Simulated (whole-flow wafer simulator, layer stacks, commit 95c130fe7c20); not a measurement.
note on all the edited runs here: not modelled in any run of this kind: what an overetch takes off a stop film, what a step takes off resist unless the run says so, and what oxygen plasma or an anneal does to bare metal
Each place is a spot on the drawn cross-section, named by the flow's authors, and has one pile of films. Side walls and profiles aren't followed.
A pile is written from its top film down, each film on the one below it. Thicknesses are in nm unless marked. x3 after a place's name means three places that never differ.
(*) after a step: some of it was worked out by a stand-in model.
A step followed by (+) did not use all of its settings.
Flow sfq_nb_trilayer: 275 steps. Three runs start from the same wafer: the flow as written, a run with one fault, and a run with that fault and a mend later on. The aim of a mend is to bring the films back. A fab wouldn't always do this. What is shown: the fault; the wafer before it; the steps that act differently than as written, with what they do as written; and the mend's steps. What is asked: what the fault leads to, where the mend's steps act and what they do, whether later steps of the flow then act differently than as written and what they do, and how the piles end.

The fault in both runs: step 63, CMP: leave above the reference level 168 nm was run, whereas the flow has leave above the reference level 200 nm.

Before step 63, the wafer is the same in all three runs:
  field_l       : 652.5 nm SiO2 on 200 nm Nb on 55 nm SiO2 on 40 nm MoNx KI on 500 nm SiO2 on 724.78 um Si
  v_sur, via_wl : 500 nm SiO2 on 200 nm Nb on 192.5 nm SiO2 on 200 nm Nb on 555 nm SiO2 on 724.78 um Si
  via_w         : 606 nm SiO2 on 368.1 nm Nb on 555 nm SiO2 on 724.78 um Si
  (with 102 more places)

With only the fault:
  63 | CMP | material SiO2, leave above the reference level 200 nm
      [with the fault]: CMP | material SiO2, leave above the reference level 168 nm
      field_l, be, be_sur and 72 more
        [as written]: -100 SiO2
        [with the fault]: -132 SiO2
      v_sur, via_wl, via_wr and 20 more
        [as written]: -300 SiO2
        [with the fault]: -332 SiO2
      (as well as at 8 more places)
  Steps further on in the flow that do not act as written (not shown: 4 more steps that differ only slightly, by at most 2% or 0.5 nm, whichever is larger):
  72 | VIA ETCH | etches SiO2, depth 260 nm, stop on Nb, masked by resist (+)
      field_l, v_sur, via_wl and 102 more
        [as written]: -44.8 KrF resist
        [with the fault]: -43.4 KrF resist
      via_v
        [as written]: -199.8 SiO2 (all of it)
        [with the fault]: -167.8 SiO2 (all of it)
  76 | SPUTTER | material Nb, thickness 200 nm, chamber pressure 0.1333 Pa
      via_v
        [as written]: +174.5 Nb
        [with the fault]: +181.1 Nb
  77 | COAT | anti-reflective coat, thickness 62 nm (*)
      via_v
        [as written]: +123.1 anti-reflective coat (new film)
        [with the fault]: +114.6 anti-reflective coat (new film)
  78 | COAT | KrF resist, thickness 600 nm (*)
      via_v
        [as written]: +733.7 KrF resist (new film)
        [with the fault]: +708.5 KrF resist (new film)
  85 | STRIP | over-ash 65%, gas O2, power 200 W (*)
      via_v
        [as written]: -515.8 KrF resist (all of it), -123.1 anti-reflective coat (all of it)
        [with the fault]: -490.6 KrF resist (all of it), -114.6 anti-reflective coat (all of it)
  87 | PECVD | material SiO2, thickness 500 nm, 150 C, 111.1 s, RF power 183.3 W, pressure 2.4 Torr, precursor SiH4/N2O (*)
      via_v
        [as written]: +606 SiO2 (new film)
        [with the fault]: +542.9 SiO2 (new film)
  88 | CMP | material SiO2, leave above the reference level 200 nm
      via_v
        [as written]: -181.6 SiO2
        [with the fault]: -157.1 SiO2
  At v_sur, via_wl, via_w and 36 more, the piles at the end differ from the flow's by more than 2% or 0.5 nm, whichever is larger.
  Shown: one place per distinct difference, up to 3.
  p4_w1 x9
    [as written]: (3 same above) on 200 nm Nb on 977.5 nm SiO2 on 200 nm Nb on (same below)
    [with the fault]: (3 same above) on 200 nm Nb on 945.5 nm SiO2 on 200 nm Nb on (same below)
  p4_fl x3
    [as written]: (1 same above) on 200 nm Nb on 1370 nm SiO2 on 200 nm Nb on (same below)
    [with the fault]: (1 same above) on 200 nm Nb on 1338 nm SiO2 on 200 nm Nb on (same below)
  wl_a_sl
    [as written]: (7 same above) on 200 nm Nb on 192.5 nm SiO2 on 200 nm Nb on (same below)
    [with the fault]: (7 same above) on 200 nm Nb on 160.5 nm SiO2 on 200 nm Nb on (same below)

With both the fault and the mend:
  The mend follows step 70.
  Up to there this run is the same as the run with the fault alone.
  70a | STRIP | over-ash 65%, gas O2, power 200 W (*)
      field_l, v_sur, via_wl and 102 more
        -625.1 KrF resist (all of it), -62 anti-reflective coat (all of it)
      via_v
        -62 anti-reflective coat (all of it)
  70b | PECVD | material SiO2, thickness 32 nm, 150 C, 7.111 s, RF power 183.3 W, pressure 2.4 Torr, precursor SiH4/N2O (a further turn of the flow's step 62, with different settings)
      field_l, v_sur, via_wl and 103 more
        +32 SiO2
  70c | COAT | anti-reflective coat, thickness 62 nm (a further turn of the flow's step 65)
      field_l, v_sur, via_wl and 103 more
        +62 anti-reflective coat (new film)
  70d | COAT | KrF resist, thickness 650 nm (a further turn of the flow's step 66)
      field_l, v_sur, via_wl and 103 more
        +650 KrF resist (new film)
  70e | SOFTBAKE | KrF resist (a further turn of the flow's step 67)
      leaves every film unchanged at each place that is followed
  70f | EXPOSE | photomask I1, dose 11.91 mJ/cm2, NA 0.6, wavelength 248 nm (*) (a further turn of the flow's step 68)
      leaves every film unchanged at each place that is followed
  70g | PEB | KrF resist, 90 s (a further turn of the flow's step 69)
      field_l, v_sur, via_wl and 103 more
        -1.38 KrF resist
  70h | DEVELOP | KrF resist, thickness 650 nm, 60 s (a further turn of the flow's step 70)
      field_l, v_sur, via_wl and 102 more
        -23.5 KrF resist
      via_v
        -648.6 KrF resist (all of it)
  Every later step of the flow that is run acts as written at every place that is followed.
  By the end, the piles equal the flow's at every place that both follow.
